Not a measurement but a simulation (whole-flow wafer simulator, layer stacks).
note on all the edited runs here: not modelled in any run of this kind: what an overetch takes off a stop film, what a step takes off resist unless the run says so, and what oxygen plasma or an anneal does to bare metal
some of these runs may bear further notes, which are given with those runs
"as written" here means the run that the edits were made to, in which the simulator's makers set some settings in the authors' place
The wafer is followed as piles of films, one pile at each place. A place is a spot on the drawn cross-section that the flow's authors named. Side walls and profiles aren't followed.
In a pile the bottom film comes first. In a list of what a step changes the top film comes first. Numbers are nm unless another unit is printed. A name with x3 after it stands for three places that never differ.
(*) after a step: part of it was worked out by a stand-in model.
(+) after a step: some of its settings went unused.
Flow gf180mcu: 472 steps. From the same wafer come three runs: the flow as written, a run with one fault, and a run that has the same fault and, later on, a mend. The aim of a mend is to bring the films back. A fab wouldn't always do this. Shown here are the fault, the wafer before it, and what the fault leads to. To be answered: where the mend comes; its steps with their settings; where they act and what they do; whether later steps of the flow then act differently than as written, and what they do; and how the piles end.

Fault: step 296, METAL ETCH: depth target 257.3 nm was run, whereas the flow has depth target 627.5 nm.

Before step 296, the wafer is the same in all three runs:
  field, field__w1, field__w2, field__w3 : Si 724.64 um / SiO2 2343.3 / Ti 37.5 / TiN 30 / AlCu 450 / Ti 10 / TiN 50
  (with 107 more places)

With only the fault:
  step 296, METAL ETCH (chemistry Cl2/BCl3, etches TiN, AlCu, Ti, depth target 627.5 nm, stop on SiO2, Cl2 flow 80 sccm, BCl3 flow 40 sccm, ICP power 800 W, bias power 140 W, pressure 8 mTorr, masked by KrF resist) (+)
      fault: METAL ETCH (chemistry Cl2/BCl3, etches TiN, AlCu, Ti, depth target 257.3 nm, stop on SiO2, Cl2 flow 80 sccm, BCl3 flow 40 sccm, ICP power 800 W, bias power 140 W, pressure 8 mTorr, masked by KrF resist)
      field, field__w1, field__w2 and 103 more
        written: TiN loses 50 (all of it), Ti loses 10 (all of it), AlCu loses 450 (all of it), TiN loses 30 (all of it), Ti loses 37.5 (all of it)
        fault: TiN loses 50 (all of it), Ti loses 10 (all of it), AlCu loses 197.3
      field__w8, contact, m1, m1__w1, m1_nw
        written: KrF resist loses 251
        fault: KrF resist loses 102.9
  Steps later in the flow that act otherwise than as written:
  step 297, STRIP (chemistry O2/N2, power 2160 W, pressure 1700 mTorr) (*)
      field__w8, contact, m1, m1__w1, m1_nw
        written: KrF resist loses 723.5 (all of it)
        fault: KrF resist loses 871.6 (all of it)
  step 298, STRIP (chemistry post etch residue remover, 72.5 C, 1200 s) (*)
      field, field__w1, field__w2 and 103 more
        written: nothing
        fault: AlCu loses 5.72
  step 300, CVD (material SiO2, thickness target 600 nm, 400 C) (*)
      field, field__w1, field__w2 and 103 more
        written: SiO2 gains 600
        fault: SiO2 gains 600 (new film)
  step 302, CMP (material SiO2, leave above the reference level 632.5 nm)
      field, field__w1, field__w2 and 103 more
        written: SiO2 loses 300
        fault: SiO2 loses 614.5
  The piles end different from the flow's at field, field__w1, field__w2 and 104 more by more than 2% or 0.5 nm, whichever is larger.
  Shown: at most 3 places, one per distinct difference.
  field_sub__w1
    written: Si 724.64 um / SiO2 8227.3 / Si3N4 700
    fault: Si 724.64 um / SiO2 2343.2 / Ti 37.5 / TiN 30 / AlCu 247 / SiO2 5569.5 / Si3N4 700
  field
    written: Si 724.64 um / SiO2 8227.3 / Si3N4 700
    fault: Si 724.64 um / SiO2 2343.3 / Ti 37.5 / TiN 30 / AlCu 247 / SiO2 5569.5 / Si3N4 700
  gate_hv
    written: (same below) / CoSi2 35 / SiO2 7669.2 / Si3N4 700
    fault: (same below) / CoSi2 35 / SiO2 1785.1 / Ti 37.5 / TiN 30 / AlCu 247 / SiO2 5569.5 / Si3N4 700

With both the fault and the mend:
  After step 296 comes the mend.
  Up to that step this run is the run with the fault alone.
  step 296a, METAL ETCH (chemistry Cl2/BCl3, etches TiN, AlCu, Ti, depth target 370.2 nm, stop on SiO2, Cl2 flow 80 sccm, BCl3 flow 40 sccm, ICP power 800 W, bias power 140 W, pressure 8 mTorr, masked by KrF resist) (+) (a further turn of the flow's step 296, with different settings)
      field, field__w1, field__w2 and 103 more
        AlCu loses 252.7 (all of it), TiN loses 30 (all of it), Ti loses 37.5 (all of it)
      field__w8, contact, m1, m1__w1, m1_nw
        KrF resist loses 148.1
  None of the later steps of the flow acts differently than as written at any place that is followed.
  The piles end the same as the flow's at every place that both follow.
